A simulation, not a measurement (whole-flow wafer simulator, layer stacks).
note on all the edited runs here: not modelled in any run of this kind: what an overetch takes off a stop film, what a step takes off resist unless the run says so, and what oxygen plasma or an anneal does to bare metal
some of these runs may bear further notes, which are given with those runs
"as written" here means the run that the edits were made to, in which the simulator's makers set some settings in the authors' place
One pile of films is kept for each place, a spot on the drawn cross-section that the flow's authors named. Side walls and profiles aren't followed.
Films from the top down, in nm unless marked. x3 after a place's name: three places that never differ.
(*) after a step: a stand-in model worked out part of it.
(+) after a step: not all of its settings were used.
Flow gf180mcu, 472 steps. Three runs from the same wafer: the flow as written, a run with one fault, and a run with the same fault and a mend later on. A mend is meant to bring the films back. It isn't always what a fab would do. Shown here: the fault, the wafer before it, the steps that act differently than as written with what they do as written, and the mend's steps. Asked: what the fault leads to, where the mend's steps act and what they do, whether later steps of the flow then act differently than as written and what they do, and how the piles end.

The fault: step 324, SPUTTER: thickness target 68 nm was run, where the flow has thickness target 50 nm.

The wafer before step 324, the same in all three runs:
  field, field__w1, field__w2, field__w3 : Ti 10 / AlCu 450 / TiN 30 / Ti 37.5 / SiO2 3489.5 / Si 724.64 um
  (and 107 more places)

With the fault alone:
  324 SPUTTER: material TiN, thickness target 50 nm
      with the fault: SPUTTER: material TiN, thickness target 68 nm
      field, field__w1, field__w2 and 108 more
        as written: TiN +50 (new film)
        with the fault: TiN +68 (new film)
  Later steps of the flow that act differently than as written (4 more steps differ only slightly, by at most 2% or 0.5 nm, whichever is larger, and aren't shown):
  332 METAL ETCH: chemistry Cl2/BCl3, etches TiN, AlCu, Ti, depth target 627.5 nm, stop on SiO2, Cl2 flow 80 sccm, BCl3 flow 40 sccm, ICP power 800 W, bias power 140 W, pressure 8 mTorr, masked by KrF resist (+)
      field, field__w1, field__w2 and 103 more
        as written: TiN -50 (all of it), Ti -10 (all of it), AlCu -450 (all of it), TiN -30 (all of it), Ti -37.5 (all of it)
        with the fault: TiN -68 (all of it), Ti -10 (all of it), AlCu -450 (all of it), TiN -30 (all of it), Ti -37.5 (all of it)
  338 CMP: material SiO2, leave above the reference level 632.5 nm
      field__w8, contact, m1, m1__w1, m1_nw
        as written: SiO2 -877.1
        with the fault: SiO2 -895.1
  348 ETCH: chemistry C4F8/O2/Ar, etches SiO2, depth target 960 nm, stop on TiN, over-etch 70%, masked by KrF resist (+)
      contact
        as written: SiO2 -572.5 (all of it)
        with the fault: SiO2 -554.5 (all of it)
  At the end the piles differ from the flow's by more than 2% or 0.5 nm, whichever is larger, at field__w8, contact, m1, m1__w1, m1_nw.
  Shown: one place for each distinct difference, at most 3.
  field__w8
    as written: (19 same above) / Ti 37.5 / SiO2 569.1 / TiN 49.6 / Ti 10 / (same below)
    with the fault: (19 same above) / Ti 37.5 / SiO2 551.1 / TiN 67.6 / Ti 10 / (same below)
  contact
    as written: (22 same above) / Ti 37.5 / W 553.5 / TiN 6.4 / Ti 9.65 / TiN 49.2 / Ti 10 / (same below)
    with the fault: (22 same above) / Ti 37.5 / W 535.3 / TiN 6.47 / Ti 9.75 / TiN 67.2 / Ti 10 / (same below)

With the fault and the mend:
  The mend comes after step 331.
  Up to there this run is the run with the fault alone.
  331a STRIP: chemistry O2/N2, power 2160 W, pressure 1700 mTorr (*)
      field__w8, contact, m1, m1__w1, m1_nw
        KrF resist -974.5 (all of it)
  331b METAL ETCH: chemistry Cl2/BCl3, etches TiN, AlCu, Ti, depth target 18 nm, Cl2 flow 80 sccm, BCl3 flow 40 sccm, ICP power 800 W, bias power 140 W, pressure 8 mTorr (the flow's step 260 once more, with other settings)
      field, field__w1, field__w2 and 108 more
        TiN -18
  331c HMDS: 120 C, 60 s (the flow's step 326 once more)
      changes no film at any place that is followed
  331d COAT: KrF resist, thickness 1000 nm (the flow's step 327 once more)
      field, field__w1, field__w2 and 108 more
        KrF resist +1000 (new film)
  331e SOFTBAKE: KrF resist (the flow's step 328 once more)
      changes no film at any place that is followed
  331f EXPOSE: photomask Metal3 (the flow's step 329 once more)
      changes no film at any place that is followed
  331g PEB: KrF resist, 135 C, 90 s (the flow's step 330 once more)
      field, field__w1, field__w2 and 108 more
        KrF resist -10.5
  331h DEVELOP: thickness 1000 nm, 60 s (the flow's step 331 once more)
      field, field__w1, field__w2 and 103 more
        KrF resist -989.5 (all of it)
      field__w8, contact, m1, m1__w1, m1_nw
        KrF resist -14.9
  No later step of the flow acts differently than as written at any place that is followed.
  At the end the piles are the same as the flow's at every place that both follow.
